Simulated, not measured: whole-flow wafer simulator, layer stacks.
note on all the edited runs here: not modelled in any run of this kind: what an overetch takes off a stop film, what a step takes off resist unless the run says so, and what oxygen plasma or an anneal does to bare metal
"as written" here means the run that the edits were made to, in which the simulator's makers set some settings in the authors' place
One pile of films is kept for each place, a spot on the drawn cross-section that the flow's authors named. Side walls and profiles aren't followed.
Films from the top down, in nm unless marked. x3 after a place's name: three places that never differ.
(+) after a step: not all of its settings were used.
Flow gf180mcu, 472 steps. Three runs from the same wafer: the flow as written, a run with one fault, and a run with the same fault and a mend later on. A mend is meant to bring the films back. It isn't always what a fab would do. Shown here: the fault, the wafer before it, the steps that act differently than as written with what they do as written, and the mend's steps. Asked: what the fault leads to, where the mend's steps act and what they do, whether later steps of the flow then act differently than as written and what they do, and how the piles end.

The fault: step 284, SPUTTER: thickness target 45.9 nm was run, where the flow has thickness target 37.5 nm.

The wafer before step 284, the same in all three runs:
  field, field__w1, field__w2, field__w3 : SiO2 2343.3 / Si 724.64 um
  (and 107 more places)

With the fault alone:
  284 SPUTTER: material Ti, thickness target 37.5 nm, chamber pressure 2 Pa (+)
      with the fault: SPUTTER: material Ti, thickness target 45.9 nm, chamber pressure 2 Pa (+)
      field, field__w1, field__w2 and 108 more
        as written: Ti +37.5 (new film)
        with the fault: Ti +45.9 (new film)
  Later steps of the flow that act differently than as written:
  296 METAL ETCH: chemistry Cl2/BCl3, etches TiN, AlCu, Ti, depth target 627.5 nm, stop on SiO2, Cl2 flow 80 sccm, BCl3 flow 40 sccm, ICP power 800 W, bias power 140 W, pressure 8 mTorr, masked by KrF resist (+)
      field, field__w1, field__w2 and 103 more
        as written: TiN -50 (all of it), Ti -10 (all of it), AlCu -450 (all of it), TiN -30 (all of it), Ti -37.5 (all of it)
        with the fault: TiN -50 (all of it), Ti -10 (all of it), AlCu -450 (all of it), TiN -30 (all of it), Ti -45.9 (all of it)
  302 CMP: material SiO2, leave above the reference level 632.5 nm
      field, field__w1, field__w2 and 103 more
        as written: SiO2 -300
        with the fault: SiO2 -291.6
  At the end the piles differ from the flow's by more than 2% or 0.5 nm, whichever is larger, at field__w8, contact, m1, m1__w1, m1_nw.
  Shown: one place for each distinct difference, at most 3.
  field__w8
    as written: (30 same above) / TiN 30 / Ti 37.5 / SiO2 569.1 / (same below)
    with the fault: (30 same above) / TiN 30 / Ti 45.9 / SiO2 569.1 / (same below)
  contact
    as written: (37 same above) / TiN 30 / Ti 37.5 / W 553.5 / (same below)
    with the fault: (37 same above) / TiN 30 / Ti 45.9 / W 553.5 / (same below)

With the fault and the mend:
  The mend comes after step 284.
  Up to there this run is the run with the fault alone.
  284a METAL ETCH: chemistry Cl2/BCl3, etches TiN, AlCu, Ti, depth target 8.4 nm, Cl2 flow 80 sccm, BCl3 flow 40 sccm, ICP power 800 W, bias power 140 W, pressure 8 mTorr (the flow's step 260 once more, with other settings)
      field, field__w1, field__w2 and 108 more
        Ti -8.4
  No later step of the flow acts differently than as written at any place that is followed.
  At the end the piles are the same as the flow's at every place that both follow.
